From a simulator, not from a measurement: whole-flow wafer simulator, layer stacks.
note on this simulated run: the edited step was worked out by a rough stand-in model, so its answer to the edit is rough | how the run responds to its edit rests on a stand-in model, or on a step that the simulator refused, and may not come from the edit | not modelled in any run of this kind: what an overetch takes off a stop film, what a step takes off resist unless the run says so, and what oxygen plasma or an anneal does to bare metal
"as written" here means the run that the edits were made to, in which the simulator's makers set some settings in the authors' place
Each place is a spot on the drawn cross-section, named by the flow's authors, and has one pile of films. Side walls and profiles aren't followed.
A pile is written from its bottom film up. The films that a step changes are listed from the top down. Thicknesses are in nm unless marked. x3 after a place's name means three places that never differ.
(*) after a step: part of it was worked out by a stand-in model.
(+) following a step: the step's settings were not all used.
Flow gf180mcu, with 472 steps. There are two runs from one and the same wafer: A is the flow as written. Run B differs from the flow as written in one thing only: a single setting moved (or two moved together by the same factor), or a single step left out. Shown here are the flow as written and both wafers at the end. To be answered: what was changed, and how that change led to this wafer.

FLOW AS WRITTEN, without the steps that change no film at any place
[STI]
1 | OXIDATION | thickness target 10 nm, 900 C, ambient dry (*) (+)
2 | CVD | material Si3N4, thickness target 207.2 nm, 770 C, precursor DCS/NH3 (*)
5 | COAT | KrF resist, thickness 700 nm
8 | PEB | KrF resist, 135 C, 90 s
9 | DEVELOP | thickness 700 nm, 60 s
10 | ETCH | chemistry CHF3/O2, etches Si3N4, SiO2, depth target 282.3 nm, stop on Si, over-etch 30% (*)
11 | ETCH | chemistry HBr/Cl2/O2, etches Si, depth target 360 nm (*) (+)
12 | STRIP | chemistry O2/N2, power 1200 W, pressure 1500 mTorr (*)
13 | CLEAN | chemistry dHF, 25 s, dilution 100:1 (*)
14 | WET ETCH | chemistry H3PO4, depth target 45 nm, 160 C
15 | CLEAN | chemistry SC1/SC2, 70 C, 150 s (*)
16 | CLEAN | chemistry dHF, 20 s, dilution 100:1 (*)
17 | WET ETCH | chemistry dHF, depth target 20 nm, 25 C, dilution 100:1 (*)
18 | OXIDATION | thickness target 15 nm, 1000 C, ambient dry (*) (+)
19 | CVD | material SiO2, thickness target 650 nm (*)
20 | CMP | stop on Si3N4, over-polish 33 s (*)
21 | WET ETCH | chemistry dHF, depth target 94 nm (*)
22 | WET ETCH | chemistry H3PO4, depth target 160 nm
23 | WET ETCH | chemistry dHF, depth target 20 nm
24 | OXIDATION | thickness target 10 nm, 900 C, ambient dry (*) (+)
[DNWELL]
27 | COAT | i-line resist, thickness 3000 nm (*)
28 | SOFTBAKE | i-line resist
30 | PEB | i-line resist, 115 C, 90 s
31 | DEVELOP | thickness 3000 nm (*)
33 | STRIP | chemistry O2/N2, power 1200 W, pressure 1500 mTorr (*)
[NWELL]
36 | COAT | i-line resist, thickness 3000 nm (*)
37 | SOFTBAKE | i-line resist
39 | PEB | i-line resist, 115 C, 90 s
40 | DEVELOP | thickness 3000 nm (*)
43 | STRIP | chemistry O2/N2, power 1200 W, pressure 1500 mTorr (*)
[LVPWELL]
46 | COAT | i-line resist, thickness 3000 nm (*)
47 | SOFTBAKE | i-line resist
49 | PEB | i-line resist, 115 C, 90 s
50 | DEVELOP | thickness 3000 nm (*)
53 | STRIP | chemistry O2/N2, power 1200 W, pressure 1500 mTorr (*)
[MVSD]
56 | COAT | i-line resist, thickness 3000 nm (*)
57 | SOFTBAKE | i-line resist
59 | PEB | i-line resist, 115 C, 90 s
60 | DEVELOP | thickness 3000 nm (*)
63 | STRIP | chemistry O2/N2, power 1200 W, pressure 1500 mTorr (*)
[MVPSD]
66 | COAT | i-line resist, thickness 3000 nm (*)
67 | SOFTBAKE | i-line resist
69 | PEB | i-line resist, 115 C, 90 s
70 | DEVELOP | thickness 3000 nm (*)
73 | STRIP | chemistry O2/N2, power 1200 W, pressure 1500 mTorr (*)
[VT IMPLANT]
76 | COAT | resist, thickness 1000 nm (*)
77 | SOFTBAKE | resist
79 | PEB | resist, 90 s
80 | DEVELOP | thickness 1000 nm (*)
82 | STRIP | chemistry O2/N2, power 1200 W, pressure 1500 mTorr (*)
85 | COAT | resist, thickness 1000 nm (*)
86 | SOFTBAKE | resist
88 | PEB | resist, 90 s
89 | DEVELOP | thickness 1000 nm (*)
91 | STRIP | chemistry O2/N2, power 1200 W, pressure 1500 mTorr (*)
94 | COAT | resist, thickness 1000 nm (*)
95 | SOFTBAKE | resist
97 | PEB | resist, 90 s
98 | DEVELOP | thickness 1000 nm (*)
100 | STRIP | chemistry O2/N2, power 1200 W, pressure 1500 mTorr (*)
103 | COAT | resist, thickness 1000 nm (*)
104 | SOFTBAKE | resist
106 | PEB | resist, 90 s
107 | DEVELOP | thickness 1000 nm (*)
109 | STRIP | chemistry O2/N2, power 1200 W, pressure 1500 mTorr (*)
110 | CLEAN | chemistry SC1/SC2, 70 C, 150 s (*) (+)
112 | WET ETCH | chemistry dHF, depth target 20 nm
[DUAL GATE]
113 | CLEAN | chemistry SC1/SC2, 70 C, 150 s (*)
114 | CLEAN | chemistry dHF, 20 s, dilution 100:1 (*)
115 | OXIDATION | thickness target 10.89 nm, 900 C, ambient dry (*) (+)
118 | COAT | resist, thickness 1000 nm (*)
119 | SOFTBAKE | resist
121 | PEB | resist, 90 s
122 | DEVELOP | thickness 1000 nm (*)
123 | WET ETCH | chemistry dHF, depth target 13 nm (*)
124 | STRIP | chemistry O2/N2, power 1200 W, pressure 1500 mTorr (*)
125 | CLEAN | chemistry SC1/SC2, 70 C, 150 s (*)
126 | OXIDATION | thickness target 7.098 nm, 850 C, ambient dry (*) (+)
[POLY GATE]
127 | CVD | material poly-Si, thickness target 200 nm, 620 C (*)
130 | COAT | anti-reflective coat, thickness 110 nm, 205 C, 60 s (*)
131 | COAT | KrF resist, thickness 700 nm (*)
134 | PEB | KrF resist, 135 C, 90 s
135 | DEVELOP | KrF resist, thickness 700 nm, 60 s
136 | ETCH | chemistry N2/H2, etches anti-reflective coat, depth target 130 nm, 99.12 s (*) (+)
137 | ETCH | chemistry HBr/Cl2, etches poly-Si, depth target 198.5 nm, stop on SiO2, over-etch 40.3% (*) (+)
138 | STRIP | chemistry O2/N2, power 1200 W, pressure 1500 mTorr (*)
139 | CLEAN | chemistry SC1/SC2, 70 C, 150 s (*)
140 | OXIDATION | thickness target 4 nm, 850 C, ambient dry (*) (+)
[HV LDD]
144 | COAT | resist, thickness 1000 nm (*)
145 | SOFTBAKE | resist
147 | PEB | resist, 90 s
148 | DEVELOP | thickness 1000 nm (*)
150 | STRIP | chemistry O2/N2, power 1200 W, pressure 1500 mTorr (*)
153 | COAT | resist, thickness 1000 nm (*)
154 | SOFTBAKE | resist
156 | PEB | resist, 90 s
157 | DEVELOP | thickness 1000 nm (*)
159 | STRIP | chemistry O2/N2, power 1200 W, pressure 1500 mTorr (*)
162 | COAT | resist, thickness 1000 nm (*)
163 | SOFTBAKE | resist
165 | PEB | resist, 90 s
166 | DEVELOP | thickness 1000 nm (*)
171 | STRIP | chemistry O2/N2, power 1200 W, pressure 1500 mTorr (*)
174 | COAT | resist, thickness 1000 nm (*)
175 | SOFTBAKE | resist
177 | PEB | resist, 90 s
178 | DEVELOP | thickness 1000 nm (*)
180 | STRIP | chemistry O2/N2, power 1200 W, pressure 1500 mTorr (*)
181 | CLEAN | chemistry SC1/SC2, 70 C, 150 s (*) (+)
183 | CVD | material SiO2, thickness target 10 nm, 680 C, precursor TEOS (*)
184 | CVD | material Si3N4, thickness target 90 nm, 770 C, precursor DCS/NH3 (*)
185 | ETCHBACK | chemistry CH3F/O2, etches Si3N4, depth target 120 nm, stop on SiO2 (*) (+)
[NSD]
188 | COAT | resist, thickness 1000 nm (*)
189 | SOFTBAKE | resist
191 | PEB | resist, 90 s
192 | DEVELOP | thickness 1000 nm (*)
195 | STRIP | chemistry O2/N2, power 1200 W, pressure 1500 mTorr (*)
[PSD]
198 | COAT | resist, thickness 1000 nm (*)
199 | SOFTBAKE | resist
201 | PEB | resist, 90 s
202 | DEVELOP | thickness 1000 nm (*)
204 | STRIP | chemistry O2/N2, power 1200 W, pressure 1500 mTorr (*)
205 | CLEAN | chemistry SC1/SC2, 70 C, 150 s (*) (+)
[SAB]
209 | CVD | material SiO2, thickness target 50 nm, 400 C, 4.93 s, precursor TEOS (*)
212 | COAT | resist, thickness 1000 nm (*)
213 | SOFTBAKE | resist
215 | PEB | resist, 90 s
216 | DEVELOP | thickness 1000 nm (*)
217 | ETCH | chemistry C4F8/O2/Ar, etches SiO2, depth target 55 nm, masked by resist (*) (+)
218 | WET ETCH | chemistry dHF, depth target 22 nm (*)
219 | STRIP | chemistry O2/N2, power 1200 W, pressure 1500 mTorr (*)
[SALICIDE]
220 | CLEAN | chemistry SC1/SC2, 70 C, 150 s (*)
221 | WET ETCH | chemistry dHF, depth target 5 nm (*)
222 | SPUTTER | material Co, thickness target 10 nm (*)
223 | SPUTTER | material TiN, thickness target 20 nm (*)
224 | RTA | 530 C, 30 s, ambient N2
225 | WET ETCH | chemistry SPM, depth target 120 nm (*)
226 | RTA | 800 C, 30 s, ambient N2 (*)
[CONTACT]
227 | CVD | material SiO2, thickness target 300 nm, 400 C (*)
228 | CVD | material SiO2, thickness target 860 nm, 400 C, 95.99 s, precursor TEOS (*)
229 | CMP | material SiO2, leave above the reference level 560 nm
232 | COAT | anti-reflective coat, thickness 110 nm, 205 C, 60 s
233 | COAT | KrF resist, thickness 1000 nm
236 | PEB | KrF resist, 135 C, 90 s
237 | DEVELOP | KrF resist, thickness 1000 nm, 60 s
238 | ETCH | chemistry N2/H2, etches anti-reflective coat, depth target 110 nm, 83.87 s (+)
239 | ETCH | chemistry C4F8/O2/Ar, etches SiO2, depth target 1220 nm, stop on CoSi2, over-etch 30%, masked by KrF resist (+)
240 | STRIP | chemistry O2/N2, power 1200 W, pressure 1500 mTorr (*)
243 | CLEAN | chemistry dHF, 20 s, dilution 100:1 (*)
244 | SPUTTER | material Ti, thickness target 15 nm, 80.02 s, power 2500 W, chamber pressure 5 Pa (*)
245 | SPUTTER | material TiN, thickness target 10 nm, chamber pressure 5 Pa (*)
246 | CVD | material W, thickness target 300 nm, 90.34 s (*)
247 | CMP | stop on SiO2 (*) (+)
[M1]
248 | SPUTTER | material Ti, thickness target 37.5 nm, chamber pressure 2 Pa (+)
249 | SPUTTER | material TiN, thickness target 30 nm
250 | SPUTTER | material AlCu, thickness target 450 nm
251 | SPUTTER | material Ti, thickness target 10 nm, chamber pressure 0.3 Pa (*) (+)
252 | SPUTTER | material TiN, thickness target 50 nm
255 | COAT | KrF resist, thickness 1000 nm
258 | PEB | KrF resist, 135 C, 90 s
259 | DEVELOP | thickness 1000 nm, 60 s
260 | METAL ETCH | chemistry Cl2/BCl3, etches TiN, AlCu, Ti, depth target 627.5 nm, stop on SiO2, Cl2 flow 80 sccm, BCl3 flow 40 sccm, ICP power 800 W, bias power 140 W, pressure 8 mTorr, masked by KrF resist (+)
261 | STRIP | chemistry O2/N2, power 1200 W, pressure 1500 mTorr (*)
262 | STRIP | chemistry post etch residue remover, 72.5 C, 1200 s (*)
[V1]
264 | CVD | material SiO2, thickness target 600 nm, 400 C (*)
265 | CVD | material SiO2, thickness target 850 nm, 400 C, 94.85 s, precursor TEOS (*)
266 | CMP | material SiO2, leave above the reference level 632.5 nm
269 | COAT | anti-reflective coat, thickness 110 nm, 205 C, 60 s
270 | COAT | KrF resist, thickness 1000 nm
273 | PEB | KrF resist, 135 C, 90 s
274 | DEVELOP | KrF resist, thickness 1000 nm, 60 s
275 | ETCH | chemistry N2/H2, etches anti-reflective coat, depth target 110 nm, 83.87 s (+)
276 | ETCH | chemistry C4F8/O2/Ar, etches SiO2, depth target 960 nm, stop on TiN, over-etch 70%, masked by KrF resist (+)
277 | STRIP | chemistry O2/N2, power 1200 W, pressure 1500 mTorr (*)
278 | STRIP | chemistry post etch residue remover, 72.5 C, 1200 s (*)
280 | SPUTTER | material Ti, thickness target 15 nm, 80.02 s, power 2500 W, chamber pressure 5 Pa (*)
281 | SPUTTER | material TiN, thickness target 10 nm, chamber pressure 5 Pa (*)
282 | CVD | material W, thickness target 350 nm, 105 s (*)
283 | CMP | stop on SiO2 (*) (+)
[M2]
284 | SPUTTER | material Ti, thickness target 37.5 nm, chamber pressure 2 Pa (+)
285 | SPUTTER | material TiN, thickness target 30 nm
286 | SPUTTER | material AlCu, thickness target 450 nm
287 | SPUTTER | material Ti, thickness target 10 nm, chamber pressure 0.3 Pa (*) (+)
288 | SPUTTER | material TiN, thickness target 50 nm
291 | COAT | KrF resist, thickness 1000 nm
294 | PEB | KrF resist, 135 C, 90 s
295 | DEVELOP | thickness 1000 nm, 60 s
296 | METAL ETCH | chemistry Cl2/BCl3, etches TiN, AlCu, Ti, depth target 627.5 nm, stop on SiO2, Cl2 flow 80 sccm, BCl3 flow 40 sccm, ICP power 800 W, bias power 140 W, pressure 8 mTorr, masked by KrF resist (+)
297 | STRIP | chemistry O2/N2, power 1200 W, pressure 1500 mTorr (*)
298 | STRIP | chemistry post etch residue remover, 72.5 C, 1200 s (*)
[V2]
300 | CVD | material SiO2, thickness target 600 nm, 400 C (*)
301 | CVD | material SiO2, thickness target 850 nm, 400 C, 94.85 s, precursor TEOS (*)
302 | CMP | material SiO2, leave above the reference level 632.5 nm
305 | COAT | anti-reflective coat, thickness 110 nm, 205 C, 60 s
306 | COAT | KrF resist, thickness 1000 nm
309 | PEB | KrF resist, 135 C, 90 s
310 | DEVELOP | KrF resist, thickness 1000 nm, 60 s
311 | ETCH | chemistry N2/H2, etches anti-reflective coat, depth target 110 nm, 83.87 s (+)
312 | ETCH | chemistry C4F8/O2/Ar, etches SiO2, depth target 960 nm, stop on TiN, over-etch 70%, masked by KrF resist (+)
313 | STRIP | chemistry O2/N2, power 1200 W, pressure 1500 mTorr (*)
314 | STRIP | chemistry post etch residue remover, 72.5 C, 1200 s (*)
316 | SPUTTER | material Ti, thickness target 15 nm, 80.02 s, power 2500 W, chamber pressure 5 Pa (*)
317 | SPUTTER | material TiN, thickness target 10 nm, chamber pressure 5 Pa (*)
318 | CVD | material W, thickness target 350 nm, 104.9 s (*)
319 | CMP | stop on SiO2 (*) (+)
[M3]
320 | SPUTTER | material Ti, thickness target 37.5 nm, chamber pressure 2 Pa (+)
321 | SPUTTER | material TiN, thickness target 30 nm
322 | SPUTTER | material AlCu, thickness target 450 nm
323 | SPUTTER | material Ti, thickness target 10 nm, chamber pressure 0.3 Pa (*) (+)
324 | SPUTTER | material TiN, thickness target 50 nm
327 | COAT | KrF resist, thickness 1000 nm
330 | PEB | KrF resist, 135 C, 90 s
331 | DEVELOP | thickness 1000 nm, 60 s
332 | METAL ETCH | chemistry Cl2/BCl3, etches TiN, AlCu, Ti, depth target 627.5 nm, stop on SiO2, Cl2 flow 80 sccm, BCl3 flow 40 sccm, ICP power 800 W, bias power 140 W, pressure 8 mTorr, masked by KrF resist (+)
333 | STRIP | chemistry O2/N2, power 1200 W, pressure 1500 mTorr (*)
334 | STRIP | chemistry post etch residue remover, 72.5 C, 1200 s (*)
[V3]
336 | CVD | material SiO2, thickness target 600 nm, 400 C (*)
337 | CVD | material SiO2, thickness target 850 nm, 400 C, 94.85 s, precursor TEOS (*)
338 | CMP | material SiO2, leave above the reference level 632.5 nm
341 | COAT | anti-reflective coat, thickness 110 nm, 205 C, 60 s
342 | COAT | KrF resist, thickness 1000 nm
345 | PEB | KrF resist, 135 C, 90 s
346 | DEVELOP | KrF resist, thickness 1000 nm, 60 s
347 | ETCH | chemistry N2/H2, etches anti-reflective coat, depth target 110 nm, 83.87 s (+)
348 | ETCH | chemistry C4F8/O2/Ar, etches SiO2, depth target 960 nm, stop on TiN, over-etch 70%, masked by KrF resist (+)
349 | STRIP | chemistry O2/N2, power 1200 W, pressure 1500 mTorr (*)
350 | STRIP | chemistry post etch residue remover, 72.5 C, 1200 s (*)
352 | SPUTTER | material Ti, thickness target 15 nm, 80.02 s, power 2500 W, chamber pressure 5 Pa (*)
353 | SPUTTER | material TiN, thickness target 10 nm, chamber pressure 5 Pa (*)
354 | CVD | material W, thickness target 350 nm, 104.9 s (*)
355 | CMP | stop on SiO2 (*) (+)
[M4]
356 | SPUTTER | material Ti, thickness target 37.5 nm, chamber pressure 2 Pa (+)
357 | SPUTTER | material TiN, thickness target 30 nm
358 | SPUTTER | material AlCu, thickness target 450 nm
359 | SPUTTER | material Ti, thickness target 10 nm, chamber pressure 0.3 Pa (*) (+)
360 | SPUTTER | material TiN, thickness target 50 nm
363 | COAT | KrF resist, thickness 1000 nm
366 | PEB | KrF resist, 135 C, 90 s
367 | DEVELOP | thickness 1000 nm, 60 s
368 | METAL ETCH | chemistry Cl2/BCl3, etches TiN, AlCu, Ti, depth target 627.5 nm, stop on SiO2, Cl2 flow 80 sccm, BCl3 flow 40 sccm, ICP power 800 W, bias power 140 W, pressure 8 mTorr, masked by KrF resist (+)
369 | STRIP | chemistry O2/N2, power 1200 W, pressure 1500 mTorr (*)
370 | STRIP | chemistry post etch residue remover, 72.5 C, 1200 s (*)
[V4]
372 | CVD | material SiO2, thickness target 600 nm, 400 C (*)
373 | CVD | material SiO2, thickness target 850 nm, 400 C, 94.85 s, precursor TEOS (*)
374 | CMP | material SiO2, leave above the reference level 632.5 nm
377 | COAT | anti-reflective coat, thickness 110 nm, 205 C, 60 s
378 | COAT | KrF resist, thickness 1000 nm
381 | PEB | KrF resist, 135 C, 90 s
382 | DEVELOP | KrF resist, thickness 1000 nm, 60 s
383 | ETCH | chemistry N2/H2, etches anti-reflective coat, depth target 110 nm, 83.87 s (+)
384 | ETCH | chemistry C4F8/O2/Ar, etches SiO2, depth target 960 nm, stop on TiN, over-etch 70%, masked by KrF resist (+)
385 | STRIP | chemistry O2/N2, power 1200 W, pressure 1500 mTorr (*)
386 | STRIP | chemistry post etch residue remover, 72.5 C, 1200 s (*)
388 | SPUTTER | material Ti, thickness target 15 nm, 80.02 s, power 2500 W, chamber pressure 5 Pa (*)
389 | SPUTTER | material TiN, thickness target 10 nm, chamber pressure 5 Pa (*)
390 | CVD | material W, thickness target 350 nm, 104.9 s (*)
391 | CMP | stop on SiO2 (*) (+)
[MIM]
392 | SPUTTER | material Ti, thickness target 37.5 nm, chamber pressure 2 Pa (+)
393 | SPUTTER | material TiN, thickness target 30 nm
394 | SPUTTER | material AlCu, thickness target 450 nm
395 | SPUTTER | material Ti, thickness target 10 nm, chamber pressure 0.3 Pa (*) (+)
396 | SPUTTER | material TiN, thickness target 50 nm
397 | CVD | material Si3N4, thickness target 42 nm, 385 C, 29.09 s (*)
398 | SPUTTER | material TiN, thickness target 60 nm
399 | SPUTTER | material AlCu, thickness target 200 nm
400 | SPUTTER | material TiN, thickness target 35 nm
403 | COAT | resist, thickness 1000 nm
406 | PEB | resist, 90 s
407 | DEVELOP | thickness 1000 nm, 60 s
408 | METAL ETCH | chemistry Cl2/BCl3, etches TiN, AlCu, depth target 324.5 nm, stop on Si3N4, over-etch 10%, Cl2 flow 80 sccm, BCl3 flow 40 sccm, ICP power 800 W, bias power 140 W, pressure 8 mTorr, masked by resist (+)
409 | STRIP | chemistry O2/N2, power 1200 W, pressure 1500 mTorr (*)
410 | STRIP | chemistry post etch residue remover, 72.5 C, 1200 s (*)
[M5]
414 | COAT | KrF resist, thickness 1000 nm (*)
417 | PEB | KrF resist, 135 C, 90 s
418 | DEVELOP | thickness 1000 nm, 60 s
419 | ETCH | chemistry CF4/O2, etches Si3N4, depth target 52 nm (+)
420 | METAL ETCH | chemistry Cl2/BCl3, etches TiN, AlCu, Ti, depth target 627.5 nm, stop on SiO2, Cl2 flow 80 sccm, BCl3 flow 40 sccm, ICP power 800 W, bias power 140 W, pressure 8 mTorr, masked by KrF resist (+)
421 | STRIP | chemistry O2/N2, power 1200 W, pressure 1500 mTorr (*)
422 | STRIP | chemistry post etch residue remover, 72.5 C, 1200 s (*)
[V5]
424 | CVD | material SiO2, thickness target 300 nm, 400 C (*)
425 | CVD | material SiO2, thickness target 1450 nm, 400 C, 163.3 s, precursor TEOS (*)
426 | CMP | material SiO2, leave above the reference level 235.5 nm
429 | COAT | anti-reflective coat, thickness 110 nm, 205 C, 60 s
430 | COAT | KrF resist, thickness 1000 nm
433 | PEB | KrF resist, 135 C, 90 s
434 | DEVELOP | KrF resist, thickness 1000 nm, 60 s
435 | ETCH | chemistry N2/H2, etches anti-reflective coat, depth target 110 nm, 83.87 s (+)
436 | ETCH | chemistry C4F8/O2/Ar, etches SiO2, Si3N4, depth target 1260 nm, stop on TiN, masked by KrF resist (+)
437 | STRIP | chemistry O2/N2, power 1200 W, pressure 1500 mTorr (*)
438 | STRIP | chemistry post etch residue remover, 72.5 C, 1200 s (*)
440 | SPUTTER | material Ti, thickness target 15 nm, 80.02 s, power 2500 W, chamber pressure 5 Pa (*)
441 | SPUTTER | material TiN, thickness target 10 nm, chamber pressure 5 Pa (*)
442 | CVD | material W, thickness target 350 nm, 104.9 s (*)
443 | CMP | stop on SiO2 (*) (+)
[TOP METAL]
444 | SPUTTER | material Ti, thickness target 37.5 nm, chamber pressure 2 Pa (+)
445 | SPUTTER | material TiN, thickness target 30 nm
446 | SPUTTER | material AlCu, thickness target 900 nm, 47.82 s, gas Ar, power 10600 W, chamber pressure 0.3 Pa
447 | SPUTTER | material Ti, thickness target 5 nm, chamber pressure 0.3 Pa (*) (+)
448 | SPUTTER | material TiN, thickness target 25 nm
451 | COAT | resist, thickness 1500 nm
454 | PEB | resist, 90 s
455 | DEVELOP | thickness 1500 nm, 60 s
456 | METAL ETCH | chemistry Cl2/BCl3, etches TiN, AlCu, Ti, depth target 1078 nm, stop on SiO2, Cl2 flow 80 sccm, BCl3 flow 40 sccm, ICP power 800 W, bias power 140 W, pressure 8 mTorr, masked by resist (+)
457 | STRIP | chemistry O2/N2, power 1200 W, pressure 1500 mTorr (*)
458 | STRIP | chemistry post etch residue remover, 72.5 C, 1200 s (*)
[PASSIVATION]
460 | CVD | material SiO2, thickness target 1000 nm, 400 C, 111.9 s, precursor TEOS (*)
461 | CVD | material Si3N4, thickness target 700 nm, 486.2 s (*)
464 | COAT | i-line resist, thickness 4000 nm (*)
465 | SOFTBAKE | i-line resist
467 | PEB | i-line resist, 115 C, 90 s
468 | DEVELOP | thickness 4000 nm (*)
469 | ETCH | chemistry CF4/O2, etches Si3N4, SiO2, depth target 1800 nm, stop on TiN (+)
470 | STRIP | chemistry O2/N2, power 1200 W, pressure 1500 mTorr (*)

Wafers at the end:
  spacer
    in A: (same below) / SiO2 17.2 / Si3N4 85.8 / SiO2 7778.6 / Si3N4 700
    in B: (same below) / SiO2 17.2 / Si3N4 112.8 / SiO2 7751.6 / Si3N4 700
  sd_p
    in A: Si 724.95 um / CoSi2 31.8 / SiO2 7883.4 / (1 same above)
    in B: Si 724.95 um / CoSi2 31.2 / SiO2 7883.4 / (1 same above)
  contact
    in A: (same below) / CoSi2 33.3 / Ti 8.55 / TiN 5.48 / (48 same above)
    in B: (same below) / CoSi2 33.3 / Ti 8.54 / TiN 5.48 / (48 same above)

The reason: step 184, CVD: thickness target 117 nm was run, while the flow as written has thickness target 90 nm.

The path from the change to this, step by step:
  184 | CVD | material Si3N4, thickness target 90 nm, 770 C, precursor DCS/NH3 (*)
      field, field__w1, field__w2 and 101 more: A Si3N4 gains 90 (new film) | B Si3N4 gains 117 (new film)
  185 | ETCHBACK | chemistry CH3F/O2, etches Si3N4, depth target 120 nm, stop on SiO2 (*) (+)
      field, field__w1, field__w2 and 100 more: A Si3N4 loses 90 (all of it), SiO2 loses 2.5 | B Si3N4 loses 117 (all of it), SiO2 loses 0.25
  188 | COAT | resist, thickness 1000 nm (*)
      spacer: A resist gains 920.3 (new film) | B resist gains 895.8 (new film)
  189 | SOFTBAKE | resist
      field__w9: A resist gains 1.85 | B resist loses 1.03
      nw_enc_fld_lv__w3: A resist gains 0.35 | B resist loses 0.59
      (as well as at 1 more place)
  191 | PEB | resist, 90 s
      spacer: A resist loses 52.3 | B resist loses 50.9
  192 | DEVELOP | thickness 1000 nm (*)
      spacer: A resist loses 868 (all of it) | B resist loses 845 (all of it)
  198 | COAT | resist, thickness 1000 nm (*)
      spacer: A resist gains 920.3 (new film) | B resist gains 895.8 (new film)
  199 | SOFTBAKE | resist
      field__w9: A resist gains 1.85 | B resist loses 1.03
      nw_enc_fld_lv__w3: A resist gains 0.35 | B resist loses 0.59
      (as well as at 1 more place)
  201 | PEB | resist, 90 s
      spacer: A resist loses 52.3 | B resist loses 50.9
  204 | STRIP | chemistry O2/N2, power 1200 W, pressure 1500 mTorr (*)
      spacer: A resist loses 868 (all of it) | B resist loses 845 (all of it)
  209 | CVD | material SiO2, thickness target 50 nm, 400 C, 4.93 s, precursor TEOS (*)
      ld_drift_p: A SiO2 gains 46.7 | B SiO2 gains 43.7
      ld_drn_p: A SiO2 gains 46 | B SiO2 gains 43
  212 | COAT | resist, thickness 1000 nm (*)
      spacer: A resist gains 919.2 (new film) | B resist gains 894.4 (new film)
  213 | SOFTBAKE | resist
      field_sub__w2: A resist gains 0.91 | B resist gains 2.76
  215 | PEB | resist, 90 s
      spacer: A resist loses 52.3 | B resist loses 50.8
  216 | DEVELOP | thickness 1000 nm (*)
      spacer: A resist loses 866.9 (all of it) | B resist loses 843.7 (all of it)
  218 | WET ETCH | chemistry dHF, depth target 22 nm (*)
      gate, gate_hv, gate_p and 23 more: A SiO2 loses 5.48 (all of it) | B SiO2 loses 7.73 (all of it)
      active, p_well, sd_n, iso_ptap_pw, iso_ntap_nw, iso_ptap_sub, vpnp_e: A SiO2 loses 9.01 (all of it) | B SiO2 loses 11.3 (all of it)
      (as well as at 16 more places)
  ... another 5 steps ...
  229 | CMP | material SiO2, leave above the reference level 560 nm
      spacer: A SiO2 loses 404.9 | B SiO2 loses 431.9
